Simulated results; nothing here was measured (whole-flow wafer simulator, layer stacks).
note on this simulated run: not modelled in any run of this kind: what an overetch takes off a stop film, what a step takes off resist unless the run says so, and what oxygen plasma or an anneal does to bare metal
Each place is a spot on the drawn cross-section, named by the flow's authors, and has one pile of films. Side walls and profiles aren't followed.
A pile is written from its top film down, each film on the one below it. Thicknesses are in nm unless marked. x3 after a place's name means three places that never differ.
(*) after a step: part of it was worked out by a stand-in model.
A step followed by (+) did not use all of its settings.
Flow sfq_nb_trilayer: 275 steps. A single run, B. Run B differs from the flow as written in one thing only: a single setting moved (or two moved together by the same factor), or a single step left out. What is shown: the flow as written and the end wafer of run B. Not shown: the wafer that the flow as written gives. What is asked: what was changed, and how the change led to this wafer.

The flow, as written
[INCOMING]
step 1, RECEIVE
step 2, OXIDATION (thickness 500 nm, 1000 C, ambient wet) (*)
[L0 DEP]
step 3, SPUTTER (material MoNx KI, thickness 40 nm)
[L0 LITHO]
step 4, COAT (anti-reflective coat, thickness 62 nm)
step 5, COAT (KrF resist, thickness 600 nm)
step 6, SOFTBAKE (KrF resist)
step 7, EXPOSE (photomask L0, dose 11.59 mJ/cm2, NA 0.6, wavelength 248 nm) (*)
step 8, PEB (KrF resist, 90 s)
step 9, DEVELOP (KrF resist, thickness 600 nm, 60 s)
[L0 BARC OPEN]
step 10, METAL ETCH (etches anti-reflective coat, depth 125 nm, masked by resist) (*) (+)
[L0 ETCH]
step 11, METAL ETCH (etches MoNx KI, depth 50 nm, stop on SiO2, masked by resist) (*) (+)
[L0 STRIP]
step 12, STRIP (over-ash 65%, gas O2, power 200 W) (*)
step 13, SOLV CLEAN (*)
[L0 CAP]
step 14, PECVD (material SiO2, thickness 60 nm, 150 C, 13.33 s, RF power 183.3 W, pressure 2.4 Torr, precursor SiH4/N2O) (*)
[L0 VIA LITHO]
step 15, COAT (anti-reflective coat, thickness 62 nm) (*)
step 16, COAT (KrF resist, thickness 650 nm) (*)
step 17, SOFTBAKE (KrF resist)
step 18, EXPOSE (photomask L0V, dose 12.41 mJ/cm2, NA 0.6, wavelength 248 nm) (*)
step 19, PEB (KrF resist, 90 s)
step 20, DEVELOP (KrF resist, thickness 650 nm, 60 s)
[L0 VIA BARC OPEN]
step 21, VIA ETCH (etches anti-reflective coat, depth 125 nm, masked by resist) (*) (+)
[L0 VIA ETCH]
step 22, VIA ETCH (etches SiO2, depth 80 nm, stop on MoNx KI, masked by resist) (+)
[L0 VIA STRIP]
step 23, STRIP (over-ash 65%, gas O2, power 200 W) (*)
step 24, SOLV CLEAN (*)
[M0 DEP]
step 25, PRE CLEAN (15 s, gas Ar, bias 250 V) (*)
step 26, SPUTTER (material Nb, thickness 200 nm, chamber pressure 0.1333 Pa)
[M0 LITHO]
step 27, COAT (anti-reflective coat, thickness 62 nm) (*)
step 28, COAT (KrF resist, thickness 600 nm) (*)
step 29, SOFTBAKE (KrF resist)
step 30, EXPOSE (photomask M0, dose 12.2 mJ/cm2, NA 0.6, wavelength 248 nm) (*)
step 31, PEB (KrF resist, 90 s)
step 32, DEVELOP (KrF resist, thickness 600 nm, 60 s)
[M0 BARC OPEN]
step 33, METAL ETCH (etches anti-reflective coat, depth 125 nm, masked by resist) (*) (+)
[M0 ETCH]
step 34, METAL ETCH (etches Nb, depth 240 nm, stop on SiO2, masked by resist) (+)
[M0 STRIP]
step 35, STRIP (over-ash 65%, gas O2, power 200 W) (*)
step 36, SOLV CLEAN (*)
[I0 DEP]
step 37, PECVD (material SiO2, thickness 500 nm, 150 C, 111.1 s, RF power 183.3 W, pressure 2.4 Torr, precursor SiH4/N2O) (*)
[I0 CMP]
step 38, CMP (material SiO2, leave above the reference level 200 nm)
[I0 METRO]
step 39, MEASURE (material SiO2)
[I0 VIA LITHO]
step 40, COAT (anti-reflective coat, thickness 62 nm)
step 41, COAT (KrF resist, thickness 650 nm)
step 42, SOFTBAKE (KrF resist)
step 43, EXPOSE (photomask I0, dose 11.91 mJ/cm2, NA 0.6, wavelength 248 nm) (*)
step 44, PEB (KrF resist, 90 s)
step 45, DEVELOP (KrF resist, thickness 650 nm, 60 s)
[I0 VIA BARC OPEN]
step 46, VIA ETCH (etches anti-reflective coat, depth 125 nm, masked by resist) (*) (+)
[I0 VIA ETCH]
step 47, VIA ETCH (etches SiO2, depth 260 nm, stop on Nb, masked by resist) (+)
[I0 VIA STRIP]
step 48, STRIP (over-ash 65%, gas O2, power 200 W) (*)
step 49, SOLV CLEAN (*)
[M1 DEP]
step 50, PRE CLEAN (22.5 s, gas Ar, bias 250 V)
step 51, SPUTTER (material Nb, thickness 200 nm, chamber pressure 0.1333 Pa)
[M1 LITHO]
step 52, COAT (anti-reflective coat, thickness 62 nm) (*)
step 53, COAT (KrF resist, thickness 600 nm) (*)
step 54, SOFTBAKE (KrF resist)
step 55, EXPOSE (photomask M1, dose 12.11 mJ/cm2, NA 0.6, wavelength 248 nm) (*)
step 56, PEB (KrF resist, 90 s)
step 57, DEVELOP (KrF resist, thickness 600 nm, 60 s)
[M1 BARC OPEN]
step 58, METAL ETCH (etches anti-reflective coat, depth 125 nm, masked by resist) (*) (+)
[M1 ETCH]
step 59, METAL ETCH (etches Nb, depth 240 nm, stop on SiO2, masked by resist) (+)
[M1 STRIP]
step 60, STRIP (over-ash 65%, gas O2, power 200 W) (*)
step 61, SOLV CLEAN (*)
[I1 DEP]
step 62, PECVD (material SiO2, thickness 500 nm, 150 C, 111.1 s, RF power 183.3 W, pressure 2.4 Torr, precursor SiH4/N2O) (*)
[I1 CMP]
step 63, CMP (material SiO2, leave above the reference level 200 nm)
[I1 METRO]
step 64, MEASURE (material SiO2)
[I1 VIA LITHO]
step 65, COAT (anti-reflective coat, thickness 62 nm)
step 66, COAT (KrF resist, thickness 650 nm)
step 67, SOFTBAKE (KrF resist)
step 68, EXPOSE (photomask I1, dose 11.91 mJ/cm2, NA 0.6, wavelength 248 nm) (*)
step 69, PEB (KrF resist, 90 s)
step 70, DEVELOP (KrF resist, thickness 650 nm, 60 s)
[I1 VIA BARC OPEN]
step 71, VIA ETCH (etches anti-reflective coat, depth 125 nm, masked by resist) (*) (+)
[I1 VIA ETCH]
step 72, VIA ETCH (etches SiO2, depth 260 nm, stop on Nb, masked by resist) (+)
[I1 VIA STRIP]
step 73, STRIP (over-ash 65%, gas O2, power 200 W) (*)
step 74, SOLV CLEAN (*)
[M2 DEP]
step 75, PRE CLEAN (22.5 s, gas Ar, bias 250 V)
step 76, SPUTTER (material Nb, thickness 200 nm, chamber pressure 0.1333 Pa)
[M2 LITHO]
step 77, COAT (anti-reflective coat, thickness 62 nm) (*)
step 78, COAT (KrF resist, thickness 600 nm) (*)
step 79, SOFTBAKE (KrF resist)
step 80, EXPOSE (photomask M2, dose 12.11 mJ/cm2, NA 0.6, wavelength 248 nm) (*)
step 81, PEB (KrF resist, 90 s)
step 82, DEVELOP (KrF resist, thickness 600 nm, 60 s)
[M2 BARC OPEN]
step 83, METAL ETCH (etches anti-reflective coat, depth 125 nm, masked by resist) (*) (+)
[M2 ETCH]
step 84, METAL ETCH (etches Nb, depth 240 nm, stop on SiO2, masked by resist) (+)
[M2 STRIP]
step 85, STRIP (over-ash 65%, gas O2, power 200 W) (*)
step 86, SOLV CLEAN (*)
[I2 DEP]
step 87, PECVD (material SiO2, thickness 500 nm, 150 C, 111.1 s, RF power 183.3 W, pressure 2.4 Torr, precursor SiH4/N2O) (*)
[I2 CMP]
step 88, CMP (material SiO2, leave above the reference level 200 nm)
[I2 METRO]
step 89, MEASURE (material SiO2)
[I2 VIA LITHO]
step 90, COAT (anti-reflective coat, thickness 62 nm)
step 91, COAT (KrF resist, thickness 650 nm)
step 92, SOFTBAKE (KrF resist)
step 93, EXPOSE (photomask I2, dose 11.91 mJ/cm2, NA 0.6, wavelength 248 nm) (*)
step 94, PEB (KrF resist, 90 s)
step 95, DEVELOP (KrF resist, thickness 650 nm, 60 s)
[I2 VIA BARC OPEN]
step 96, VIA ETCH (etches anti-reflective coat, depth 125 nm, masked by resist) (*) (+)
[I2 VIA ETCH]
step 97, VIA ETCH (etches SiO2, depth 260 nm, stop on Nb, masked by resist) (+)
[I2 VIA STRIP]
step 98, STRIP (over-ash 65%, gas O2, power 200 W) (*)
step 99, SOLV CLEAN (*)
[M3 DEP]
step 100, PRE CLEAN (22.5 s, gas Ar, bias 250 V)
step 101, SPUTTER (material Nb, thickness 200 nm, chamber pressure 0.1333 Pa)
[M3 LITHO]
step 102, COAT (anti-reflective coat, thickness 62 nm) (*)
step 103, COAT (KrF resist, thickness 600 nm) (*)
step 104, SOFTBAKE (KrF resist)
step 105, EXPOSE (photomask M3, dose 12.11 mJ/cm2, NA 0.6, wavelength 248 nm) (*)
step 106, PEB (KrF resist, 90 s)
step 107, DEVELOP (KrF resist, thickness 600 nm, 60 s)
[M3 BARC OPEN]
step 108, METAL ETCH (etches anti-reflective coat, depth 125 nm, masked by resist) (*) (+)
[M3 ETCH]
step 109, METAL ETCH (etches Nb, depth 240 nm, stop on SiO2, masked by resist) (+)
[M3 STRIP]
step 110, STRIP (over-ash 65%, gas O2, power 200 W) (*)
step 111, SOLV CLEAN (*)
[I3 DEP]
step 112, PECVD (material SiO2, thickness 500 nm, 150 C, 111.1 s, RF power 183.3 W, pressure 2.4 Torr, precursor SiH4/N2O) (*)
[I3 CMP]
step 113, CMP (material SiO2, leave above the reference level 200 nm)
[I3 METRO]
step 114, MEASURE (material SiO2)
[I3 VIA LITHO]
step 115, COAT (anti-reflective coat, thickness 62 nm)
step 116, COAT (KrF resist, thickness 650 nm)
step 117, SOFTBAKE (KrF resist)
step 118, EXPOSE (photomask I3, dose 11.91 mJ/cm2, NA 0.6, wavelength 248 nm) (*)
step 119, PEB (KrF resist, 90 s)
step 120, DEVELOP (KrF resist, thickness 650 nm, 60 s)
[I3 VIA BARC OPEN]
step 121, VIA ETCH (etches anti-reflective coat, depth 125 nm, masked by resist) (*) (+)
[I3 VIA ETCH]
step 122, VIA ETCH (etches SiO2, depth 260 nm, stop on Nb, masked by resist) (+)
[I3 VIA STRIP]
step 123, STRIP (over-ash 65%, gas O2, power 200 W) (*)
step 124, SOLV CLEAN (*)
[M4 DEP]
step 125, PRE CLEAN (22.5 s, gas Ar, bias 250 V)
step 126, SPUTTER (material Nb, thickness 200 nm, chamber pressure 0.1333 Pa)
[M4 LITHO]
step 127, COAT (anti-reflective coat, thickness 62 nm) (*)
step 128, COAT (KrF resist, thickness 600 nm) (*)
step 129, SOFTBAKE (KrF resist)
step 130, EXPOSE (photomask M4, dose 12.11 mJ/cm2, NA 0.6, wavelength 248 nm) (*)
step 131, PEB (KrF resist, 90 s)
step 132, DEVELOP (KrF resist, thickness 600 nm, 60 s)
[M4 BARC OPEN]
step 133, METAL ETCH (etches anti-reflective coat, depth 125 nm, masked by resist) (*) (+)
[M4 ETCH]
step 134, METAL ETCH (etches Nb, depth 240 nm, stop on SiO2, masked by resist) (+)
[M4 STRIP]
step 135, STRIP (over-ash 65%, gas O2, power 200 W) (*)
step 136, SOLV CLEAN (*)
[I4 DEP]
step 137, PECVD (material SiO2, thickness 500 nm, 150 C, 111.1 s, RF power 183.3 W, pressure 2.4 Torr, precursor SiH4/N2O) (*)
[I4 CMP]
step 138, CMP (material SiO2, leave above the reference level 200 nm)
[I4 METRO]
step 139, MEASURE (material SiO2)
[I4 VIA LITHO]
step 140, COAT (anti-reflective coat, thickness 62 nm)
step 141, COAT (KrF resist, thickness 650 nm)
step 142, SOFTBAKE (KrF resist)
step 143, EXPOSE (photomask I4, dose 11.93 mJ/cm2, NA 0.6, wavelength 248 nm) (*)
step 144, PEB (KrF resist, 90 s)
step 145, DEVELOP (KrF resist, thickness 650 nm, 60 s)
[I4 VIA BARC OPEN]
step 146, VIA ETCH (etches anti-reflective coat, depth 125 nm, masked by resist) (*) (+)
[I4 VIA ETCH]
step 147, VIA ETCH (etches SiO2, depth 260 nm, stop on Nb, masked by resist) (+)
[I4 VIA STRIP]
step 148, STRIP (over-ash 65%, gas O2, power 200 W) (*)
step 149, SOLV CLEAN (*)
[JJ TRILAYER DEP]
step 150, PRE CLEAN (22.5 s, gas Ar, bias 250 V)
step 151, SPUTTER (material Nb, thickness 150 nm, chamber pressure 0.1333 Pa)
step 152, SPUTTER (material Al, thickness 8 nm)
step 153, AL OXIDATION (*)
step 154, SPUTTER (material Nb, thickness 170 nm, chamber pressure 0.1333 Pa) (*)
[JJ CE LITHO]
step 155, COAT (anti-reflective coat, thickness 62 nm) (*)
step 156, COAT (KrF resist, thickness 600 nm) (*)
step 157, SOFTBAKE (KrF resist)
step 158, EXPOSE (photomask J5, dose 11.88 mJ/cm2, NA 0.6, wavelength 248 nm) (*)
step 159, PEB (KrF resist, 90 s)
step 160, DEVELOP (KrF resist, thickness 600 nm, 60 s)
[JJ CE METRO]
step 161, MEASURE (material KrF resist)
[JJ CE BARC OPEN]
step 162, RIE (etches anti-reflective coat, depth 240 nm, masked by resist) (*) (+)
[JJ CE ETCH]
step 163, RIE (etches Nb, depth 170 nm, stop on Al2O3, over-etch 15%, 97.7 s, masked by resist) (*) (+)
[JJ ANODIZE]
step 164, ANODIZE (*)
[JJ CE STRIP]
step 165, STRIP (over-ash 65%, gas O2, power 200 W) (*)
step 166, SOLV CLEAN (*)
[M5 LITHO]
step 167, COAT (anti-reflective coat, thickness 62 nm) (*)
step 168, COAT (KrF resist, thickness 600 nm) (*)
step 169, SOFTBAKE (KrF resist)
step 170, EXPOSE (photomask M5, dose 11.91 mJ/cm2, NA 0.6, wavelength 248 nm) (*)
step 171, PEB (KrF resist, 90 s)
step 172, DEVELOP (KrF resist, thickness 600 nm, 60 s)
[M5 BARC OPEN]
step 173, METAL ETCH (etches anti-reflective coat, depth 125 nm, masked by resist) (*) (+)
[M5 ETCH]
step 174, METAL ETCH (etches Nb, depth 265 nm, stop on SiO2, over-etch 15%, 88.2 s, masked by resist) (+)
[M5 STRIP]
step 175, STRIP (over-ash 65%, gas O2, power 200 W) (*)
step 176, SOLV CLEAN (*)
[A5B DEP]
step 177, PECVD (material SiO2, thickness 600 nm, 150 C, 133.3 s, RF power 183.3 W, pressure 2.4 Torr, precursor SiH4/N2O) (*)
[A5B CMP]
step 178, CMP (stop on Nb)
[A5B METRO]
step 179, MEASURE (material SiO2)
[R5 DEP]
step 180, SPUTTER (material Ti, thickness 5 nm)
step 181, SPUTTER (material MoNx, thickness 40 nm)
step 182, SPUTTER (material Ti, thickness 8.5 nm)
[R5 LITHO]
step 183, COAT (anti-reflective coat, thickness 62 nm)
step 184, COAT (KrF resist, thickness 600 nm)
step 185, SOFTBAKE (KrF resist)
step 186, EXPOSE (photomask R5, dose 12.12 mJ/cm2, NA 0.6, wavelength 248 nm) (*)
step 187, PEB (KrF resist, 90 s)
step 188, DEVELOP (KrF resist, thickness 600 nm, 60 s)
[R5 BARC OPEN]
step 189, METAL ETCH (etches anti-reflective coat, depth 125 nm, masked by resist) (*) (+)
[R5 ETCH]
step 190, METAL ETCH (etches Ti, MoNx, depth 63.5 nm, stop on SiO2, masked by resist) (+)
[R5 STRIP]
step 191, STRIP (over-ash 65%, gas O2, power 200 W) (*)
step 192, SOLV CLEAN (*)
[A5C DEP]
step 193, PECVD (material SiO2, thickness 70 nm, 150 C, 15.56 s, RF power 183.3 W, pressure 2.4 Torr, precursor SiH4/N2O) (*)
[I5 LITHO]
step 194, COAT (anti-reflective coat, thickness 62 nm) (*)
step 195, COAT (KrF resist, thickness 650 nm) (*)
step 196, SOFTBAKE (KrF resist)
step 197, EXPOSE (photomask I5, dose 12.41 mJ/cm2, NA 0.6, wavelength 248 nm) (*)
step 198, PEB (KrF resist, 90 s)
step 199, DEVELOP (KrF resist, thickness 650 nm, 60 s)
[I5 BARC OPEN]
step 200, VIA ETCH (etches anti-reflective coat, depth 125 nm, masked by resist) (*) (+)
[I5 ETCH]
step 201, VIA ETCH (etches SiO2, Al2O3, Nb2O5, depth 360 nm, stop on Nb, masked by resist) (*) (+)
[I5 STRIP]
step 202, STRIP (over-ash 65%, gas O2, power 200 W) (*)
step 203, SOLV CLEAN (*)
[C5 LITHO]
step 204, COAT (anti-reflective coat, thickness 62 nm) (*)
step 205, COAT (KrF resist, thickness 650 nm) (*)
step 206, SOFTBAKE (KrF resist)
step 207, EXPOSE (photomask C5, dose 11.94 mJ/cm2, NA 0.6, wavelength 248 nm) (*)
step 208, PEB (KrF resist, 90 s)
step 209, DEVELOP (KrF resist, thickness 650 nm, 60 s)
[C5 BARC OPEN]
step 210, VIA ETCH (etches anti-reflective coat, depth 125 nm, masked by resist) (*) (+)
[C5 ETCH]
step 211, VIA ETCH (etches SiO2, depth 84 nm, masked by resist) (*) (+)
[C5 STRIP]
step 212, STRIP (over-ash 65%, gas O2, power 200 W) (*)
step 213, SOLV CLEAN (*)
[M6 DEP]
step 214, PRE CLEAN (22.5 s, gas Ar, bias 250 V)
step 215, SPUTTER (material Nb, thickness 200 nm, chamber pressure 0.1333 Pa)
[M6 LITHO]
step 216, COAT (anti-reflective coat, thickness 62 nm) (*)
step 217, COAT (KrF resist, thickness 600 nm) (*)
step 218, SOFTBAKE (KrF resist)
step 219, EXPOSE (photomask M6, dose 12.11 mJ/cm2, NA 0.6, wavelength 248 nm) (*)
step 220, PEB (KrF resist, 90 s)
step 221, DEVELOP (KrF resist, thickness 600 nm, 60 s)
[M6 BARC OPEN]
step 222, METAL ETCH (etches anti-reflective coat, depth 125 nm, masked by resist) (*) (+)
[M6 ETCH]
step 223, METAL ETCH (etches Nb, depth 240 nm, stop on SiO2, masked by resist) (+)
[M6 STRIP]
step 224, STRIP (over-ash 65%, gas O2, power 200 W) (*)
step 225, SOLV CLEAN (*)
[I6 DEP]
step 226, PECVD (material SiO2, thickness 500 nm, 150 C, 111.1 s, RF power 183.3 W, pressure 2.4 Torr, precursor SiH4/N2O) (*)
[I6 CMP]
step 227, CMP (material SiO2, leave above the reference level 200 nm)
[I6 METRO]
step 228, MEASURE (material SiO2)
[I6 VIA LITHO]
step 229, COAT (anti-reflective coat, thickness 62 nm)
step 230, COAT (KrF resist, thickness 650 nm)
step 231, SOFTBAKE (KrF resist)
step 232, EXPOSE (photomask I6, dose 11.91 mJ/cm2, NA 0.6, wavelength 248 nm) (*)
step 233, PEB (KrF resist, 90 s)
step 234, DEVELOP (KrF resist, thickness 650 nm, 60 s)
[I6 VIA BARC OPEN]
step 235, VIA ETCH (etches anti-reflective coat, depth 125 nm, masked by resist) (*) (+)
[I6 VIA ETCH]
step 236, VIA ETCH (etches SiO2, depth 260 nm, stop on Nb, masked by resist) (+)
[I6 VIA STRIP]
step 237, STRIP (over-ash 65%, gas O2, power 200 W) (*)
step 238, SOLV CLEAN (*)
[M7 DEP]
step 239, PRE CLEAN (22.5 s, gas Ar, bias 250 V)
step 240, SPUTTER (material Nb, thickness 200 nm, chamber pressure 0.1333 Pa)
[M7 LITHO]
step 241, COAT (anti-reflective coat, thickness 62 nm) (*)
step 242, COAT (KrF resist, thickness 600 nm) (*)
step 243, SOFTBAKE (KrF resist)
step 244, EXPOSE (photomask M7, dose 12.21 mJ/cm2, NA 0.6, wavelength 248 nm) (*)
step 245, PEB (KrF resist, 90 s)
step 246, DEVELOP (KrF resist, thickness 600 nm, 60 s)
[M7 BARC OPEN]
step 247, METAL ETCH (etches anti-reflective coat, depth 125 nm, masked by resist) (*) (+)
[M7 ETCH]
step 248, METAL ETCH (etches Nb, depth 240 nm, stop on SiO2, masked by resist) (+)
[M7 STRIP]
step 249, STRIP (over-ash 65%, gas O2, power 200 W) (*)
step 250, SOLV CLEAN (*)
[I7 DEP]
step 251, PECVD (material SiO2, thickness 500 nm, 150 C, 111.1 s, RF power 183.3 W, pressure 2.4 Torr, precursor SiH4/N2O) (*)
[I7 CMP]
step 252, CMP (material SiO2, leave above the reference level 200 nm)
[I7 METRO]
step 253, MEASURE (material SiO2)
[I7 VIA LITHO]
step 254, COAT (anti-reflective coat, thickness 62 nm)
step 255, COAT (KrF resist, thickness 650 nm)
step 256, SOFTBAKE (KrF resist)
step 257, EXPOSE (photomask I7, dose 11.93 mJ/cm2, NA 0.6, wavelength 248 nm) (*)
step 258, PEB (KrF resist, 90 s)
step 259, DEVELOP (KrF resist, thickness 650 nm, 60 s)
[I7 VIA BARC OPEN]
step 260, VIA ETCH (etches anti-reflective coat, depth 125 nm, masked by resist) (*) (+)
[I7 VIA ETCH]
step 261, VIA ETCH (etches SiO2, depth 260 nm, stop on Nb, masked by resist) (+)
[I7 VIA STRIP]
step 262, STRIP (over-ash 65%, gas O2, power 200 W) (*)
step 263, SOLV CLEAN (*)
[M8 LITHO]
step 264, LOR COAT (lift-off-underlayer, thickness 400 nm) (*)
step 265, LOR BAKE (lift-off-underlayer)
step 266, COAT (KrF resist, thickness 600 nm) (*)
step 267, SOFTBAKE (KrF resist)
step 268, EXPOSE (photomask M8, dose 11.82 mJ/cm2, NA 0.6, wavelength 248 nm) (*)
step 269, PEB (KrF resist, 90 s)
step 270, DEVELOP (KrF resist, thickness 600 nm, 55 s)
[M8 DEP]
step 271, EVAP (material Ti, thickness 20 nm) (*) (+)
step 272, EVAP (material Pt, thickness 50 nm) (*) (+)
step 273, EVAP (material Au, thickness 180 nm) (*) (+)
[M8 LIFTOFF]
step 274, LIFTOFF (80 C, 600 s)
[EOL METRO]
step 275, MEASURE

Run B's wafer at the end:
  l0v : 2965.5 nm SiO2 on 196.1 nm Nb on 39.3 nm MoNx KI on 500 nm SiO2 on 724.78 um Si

Cause: step 22, VIA ETCH: depth 56 nm was run, while the flow as written has depth 80 nm.

Step by step, how the change led to this:
  step 22, VIA ETCH (etches SiO2, depth 80 nm, stop on MoNx KI, masked by resist) (+)
      l0v: SiO2 loses 56 (as written it would have been: SiO2 loses 59.8 (all of it))
      field_l, v_sur, via_wl and 102 more: KrF resist loses 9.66 (as written it would have been: KrF resist loses 13.8)
  step 25, PRE CLEAN (15 s, gas Ar, bias 250 V) (*)
      l0v: SiO2 loses 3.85 (all of it), MoNx KI loses 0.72 (as written it would have been: MoNx KI loses 2.91)
